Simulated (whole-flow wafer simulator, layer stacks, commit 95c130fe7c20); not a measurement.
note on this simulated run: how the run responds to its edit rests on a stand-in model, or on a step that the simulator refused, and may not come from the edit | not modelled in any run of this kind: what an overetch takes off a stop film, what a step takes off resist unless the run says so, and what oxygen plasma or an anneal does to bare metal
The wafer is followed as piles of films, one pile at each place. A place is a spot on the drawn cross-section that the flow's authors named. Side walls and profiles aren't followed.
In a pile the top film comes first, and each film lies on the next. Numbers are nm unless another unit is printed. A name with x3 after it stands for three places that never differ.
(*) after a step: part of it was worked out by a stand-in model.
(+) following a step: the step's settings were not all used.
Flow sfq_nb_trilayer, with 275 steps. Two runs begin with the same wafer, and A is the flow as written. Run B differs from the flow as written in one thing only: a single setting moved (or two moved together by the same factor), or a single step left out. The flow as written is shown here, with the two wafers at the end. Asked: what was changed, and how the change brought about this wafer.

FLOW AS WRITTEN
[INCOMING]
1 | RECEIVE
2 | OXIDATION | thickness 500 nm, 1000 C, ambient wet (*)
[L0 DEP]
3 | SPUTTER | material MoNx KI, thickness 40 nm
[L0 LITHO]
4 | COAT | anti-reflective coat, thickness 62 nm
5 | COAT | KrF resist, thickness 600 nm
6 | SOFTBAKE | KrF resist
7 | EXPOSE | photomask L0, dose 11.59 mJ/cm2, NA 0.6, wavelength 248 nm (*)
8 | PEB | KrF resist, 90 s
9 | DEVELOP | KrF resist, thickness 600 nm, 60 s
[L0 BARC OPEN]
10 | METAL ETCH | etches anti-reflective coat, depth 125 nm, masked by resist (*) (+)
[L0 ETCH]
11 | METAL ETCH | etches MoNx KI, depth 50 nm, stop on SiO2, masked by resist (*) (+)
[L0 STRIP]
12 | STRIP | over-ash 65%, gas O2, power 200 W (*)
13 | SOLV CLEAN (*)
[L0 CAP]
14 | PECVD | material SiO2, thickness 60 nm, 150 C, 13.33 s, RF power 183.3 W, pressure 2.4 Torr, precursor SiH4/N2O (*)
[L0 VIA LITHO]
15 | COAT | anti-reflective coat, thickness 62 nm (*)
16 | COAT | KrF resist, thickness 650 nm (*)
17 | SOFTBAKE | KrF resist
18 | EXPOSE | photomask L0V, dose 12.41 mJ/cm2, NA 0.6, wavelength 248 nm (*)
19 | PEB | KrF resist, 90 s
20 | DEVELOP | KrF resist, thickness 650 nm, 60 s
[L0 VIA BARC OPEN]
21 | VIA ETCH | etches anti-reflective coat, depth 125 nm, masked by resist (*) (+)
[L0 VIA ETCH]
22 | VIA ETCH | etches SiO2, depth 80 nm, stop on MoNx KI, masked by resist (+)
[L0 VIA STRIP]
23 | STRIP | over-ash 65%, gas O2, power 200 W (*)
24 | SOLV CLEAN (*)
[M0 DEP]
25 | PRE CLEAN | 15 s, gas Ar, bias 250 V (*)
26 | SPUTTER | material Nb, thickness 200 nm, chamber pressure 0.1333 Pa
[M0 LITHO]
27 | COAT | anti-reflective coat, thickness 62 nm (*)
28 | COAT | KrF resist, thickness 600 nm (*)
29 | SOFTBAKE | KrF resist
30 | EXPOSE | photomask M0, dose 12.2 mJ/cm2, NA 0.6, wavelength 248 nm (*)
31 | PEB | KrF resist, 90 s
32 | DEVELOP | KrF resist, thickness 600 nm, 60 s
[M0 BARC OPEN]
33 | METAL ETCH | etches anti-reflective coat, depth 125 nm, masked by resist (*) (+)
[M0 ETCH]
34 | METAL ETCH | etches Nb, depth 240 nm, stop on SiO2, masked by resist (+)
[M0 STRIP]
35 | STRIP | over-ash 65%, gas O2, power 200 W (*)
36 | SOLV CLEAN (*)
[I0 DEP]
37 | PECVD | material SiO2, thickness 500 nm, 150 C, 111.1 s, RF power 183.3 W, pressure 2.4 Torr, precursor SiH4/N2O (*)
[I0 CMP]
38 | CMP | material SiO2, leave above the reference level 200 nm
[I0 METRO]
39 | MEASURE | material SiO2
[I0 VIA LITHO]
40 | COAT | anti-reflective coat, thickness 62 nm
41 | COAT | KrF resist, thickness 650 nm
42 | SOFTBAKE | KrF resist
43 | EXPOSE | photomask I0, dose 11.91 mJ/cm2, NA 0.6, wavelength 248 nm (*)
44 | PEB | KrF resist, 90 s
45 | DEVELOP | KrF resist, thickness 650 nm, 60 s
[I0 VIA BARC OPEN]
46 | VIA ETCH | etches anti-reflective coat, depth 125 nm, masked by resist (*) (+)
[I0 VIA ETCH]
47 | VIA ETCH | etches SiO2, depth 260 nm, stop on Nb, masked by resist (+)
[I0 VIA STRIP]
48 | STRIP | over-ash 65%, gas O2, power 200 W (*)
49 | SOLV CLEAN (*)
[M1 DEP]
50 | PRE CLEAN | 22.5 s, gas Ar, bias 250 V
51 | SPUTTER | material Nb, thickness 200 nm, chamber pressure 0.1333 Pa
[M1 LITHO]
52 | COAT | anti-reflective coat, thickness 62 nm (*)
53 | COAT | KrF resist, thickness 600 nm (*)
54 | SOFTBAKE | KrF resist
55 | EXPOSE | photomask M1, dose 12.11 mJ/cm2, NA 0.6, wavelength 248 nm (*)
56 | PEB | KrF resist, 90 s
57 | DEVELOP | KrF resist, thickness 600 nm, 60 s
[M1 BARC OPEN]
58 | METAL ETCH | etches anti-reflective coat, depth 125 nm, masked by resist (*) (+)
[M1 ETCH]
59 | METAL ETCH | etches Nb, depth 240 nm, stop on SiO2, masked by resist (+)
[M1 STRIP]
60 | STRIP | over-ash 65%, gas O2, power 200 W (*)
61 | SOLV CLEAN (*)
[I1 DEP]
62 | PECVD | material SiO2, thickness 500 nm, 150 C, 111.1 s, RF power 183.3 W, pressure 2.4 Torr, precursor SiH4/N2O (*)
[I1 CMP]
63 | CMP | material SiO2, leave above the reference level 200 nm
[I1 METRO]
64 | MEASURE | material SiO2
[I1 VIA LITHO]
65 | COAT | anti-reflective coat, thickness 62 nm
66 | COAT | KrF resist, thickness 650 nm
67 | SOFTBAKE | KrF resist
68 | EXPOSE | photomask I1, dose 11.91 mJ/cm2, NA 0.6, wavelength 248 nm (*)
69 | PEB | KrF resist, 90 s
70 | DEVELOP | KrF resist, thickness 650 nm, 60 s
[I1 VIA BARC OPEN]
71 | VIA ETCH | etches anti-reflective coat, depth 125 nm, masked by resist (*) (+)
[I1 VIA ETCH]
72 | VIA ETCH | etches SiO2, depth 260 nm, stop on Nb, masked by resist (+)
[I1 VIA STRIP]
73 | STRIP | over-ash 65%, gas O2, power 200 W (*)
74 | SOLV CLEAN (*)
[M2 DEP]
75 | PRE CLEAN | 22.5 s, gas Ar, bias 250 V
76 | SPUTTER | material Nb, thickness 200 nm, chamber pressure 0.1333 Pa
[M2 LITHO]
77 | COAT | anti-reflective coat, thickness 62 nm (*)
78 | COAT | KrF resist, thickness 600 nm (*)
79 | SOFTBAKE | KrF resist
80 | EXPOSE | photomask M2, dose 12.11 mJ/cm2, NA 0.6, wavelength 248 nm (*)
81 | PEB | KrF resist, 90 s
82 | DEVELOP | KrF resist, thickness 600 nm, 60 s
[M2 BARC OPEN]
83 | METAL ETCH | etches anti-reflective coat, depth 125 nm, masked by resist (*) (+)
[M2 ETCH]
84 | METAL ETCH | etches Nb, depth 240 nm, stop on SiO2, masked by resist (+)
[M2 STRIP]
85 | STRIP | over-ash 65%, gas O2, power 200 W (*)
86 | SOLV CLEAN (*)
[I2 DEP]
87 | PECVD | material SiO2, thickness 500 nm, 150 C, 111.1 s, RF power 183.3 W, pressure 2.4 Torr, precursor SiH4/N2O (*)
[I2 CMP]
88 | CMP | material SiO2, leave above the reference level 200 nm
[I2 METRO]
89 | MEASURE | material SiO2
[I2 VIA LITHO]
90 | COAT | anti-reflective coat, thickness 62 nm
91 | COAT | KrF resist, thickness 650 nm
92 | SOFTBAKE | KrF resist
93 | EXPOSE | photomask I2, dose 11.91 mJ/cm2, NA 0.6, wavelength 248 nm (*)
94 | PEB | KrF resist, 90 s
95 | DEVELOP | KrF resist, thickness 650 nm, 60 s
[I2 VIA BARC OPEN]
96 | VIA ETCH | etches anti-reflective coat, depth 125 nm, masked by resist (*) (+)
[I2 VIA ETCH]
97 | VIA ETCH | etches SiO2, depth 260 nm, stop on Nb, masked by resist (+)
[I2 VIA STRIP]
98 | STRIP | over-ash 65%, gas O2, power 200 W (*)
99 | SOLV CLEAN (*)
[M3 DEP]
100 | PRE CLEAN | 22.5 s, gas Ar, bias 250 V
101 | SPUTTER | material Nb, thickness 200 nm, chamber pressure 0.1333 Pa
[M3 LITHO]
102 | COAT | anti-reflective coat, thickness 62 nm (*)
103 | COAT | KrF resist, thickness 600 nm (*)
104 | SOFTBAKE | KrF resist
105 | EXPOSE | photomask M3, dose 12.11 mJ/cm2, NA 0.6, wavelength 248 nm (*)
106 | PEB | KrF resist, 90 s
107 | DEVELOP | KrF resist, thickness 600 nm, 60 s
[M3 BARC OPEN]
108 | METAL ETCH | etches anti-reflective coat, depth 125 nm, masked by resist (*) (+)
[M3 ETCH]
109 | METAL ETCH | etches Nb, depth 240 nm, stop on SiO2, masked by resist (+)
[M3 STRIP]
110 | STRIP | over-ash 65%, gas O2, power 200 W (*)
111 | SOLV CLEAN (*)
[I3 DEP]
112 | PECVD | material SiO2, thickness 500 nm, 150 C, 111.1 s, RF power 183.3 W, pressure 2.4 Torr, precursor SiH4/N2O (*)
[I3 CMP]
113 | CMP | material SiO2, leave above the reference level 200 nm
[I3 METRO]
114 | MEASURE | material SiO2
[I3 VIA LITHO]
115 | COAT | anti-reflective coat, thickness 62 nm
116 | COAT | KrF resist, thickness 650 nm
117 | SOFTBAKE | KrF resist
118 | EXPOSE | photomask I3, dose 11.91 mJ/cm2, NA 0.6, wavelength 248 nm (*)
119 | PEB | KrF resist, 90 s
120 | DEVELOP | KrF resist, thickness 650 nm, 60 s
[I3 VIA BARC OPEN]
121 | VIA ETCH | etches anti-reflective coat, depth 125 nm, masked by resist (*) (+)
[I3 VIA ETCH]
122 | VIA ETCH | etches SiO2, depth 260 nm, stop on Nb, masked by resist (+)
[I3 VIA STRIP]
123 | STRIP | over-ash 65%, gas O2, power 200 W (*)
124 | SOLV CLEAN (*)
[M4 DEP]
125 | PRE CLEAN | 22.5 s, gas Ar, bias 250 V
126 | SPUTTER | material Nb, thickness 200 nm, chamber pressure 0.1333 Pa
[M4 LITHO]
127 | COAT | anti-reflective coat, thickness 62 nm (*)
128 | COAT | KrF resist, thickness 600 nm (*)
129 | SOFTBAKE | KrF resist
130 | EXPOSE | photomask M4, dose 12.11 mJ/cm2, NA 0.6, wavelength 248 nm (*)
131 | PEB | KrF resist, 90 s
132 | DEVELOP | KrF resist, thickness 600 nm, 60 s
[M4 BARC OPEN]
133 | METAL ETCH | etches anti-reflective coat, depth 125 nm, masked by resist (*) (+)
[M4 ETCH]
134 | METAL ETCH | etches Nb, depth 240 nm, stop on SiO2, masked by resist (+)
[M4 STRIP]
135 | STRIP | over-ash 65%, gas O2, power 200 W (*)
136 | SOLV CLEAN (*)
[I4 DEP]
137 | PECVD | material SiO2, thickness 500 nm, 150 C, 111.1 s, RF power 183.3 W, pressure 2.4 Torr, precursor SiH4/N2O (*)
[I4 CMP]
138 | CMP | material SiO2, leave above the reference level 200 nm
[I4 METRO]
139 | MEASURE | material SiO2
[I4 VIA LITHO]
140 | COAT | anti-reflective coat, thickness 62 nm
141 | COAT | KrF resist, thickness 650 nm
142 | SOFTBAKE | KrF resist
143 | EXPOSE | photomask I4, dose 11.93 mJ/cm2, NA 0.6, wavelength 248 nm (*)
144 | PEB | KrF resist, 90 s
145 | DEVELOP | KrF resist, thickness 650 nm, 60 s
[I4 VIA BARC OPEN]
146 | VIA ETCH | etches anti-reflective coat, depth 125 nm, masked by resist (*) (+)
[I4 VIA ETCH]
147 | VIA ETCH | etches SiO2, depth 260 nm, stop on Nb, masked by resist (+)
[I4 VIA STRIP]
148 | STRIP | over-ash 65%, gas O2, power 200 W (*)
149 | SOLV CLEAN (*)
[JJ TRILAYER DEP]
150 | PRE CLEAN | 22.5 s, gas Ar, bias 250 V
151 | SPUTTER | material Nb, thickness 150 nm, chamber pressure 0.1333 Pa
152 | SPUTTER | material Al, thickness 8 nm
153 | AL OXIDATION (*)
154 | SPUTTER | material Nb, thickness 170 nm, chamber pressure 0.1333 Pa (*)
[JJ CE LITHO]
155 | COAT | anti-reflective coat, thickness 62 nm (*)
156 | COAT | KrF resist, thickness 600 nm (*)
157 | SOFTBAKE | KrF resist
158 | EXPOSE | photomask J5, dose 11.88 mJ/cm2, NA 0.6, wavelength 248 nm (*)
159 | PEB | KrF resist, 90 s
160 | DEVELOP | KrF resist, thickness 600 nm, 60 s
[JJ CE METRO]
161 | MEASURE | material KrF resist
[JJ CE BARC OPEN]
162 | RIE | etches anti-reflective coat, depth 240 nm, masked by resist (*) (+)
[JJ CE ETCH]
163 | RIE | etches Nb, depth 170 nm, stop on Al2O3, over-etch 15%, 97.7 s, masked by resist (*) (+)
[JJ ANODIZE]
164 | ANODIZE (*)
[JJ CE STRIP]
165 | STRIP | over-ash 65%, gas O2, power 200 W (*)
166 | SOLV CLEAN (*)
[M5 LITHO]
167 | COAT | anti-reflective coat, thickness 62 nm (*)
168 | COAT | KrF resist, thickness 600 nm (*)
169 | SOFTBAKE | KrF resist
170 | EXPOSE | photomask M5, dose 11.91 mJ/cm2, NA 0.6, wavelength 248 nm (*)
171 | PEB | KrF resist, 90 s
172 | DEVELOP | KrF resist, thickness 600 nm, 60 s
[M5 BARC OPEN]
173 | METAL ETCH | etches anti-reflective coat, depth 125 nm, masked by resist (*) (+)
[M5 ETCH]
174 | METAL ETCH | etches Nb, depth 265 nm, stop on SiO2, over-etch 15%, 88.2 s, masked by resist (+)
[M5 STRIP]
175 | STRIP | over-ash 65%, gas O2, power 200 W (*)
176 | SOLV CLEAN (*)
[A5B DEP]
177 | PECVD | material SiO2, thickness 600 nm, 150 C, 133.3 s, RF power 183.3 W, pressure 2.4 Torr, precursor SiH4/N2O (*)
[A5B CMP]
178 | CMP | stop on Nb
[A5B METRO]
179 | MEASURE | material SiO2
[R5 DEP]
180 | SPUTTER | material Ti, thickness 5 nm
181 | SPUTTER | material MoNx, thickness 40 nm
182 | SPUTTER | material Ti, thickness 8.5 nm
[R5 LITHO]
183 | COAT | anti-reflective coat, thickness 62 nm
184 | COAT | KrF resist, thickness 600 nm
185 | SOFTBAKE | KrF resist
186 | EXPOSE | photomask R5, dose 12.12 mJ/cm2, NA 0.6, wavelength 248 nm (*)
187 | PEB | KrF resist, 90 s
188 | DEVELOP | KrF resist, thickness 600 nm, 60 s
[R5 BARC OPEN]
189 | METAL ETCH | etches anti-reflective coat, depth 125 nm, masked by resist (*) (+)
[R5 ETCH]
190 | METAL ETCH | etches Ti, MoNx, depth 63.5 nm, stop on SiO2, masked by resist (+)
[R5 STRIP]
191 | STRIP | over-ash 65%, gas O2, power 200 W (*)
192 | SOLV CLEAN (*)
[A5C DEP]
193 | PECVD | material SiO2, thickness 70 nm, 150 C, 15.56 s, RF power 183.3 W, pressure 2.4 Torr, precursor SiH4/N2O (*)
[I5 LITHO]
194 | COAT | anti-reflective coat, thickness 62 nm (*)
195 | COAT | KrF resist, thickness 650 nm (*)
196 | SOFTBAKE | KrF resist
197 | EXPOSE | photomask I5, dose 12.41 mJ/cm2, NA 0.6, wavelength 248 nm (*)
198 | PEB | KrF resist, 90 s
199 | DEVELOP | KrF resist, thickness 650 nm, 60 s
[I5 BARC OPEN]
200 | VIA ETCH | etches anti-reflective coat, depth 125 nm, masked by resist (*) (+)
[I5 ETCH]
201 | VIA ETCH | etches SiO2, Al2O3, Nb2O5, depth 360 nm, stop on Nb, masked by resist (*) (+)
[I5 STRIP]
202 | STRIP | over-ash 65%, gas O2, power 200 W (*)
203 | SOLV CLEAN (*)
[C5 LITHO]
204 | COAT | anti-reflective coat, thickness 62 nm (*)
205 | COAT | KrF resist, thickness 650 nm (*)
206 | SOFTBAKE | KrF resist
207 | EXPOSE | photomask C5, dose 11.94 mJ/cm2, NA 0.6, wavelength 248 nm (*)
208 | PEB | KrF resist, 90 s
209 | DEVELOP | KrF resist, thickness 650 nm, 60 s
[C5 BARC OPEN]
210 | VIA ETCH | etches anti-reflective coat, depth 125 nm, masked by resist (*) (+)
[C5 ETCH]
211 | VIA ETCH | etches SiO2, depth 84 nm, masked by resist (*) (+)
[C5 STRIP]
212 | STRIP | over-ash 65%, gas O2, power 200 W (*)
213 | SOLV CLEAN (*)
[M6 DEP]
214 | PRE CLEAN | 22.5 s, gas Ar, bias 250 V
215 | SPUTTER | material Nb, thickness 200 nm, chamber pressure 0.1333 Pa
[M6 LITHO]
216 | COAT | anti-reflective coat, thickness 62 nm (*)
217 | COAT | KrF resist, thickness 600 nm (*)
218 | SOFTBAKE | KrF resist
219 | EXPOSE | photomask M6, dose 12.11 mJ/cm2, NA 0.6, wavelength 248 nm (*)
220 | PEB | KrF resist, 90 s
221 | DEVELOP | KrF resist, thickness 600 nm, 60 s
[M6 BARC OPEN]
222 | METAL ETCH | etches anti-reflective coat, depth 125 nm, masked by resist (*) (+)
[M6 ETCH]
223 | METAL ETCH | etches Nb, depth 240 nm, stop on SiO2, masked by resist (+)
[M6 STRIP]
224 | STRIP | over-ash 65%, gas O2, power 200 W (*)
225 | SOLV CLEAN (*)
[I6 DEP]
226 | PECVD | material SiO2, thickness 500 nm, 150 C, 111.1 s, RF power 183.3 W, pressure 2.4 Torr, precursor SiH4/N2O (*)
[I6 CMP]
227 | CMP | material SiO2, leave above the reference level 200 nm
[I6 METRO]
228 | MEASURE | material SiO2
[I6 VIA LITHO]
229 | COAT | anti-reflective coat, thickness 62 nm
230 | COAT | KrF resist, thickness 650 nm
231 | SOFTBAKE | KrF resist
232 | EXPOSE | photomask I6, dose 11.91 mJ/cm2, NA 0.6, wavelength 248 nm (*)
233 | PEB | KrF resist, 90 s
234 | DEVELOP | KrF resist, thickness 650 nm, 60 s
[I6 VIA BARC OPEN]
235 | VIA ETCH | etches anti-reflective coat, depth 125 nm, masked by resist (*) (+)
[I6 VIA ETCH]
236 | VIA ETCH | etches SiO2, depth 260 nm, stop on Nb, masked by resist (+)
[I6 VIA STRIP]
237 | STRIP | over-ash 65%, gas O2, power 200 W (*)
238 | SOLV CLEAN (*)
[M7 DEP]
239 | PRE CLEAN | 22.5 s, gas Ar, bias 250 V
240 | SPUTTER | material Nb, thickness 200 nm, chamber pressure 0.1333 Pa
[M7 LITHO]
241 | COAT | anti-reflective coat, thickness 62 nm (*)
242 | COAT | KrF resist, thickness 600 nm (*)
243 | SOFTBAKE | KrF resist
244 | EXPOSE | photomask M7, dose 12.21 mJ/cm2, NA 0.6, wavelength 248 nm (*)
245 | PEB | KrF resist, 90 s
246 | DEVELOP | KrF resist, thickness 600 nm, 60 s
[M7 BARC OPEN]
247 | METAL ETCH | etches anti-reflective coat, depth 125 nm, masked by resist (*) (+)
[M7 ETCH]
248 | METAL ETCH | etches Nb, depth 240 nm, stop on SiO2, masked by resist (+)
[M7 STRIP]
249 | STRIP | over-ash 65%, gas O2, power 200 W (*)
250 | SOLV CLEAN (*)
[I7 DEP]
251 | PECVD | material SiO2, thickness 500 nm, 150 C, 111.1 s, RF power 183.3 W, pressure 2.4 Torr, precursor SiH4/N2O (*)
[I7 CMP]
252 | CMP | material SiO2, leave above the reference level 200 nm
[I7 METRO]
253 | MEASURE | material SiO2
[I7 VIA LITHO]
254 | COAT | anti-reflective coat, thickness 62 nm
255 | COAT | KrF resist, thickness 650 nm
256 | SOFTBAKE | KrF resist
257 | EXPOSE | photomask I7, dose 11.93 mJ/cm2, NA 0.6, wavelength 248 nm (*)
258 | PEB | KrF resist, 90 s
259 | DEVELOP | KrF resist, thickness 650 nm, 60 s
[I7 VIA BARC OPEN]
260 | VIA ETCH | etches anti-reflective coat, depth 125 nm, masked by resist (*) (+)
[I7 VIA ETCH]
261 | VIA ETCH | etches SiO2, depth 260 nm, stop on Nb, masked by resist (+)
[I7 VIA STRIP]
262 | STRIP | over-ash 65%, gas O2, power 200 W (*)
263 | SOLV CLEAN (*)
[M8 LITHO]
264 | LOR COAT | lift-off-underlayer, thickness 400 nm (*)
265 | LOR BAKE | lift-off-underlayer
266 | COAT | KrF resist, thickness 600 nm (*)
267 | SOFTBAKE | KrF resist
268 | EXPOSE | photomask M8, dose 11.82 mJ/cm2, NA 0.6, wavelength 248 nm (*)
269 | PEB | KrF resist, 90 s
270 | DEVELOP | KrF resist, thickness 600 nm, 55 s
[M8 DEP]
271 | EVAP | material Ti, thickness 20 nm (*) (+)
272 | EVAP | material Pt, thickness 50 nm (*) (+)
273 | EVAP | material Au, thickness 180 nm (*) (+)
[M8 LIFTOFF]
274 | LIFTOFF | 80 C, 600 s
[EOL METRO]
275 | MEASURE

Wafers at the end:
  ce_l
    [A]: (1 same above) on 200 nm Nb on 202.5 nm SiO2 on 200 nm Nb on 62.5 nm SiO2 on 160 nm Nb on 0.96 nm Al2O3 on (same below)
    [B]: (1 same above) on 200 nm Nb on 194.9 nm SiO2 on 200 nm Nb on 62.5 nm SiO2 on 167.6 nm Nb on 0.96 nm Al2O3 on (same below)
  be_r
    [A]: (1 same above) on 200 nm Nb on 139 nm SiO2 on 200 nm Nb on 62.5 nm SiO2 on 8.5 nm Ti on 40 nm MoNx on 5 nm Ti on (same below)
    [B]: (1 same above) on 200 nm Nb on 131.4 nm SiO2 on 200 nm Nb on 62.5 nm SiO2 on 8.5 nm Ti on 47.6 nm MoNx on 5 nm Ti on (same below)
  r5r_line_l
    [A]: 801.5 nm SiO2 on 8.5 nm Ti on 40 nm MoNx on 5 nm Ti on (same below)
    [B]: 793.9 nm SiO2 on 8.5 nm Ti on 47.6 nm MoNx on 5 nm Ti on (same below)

What caused this: step 181, SPUTTER: thickness 47.6 nm was run, whereas the flow has thickness 40 nm.
One can read it off the wafer: be_r has MoNx 47.6, and step 181 as written asks for 40 nm.

How this came from the change, step by step:
  181 | SPUTTER | material MoNx, thickness 40 nm
      field_l, v_sur, via_wl and 103 more: A MoNx gains 40 (new film) | B MoNx gains 47.6 (new film)
  190 | METAL ETCH | etches Ti, MoNx, depth 63.5 nm, stop on SiO2, masked by resist (+)
      field_l, v_sur, via_wl and 92 more: A Ti loses 8.5 (all of it), MoNx loses 40 (all of it), Ti loses 5 (all of it) | B Ti loses 8.5 (all of it), MoNx loses 47.6 (all of it), Ti loses 5 (all of it)
      ce_l, c5j, ce_r, wl_jj: A Ti loses 8.5 (all of it), MoNx loses 40 (all of it), Ti loses 5 (all of it), Nb loses 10 | B Ti loses 8.5 (all of it), MoNx loses 47.6 (all of it), Ti loses 5 (all of it), Nb loses 2.4
  194 | COAT | anti-reflective coat, thickness 62 nm (*)
      wl_j_sl, wl_j_sr: A anti-reflective coat gains 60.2 (new film) | B anti-reflective coat gains 61.5 (new film)
      r5r_spacepad_l, r5r_spacepad_r: A anti-reflective coat gains 84.4 (new film) | B anti-reflective coat gains 87.7 (new film)
      (as well as at 9 more places)
  202 | STRIP | over-ash 65%, gas O2, power 200 W (*)
      wl_j_sl, wl_j_sr: A KrF resist loses 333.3 (all of it), anti-reflective coat loses 60.2 (all of it) | B KrF resist loses 333.1 (all of it), anti-reflective coat loses 61.5 (all of it)
      r5r_spacepad_l, r5r_spacepad_r: A KrF resist loses 335.6 (all of it), anti-reflective coat loses 84.4 (all of it) | B KrF resist loses 335.9 (all of it), anti-reflective coat loses 87.7 (all of it)
      (as well as at 9 more places)
  204 | COAT | anti-reflective coat, thickness 62 nm (*)
      wl_j_sl, wl_j_sr: A anti-reflective coat gains 60.2 (new film) | B anti-reflective coat gains 61.5 (new film)
      r5r_spacepad_l, r5r_spacepad_r: A anti-reflective coat gains 84.4 (new film) | B anti-reflective coat gains 87.7 (new film)
      (as well as at 10 more places)
  210 | VIA ETCH | etches anti-reflective coat, depth 125 nm, masked by resist (*) (+)
      c5j: A anti-reflective coat loses 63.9 (all of it), SiO2 loses 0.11 | B anti-reflective coat loses 61.9 (all of it), SiO2 loses 0.11
  212 | STRIP | over-ash 65%, gas O2, power 200 W (*)
      wl_j_sl, wl_j_sr: A KrF resist loses 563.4 (all of it), anti-reflective coat loses 60.2 (all of it) | B KrF resist loses 563.8 (all of it), anti-reflective coat loses 61.5 (all of it)
      r5r_spacepad_l, r5r_spacepad_r: A KrF resist loses 565.8 (all of it), anti-reflective coat loses 84.4 (all of it) | B KrF resist loses 566.6 (all of it), anti-reflective coat loses 87.7 (all of it)
      (as well as at 9 more places)
  216 | COAT | anti-reflective coat, thickness 62 nm (*)
      wl_j_sl, wl_j_sr: A anti-reflective coat gains 60.2 (new film) | B anti-reflective coat gains 61.5 (new film)
      r5r_spacepad_l, r5r_spacepad_r: A anti-reflective coat gains 85.7 (new film) | B anti-reflective coat gains 89.5 (new film)
      (as well as at 7 more places)
  222 | METAL ETCH | etches anti-reflective coat, depth 125 nm, masked by resist (*) (+)
      r5r_spacepad_l, r5r_spacepad_r: A anti-reflective coat loses 85.7 (all of it) | B anti-reflective coat loses 89.5 (all of it)
      r5r_space_c: A anti-reflective coat loses 75.5 (all of it) | B anti-reflective coat loses 77.2 (all of it)
      (as well as at 1 more place)
  224 | STRIP | over-ash 65%, gas O2, power 200 W (*)
      wl_j_sl, wl_j_sr: A KrF resist loses 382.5 (all of it), anti-reflective coat loses 60.2 (all of it) | B KrF resist loses 382.4 (all of it), anti-reflective coat loses 61.5 (all of it)
      jj_sur: A KrF resist loses 378.5 (all of it), anti-reflective coat loses 56.1 (all of it) | B KrF resist loses 378.6 (all of it), anti-reflective coat loses 58.1 (all of it)
      (as well as at 4 more places)
  227 | CMP | material SiO2, leave above the reference level 200 nm
      r5r_line_l, r5r_spacepad_l, r5r_spacepad_r, r5r_line_c, r5r_line_r: A SiO2 loses 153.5 | B SiO2 loses 161.1
      ce_l, ce_r, wl_jj: A SiO2 loses 290 | B SiO2 loses 297.6
      (as well as at 5 more places)
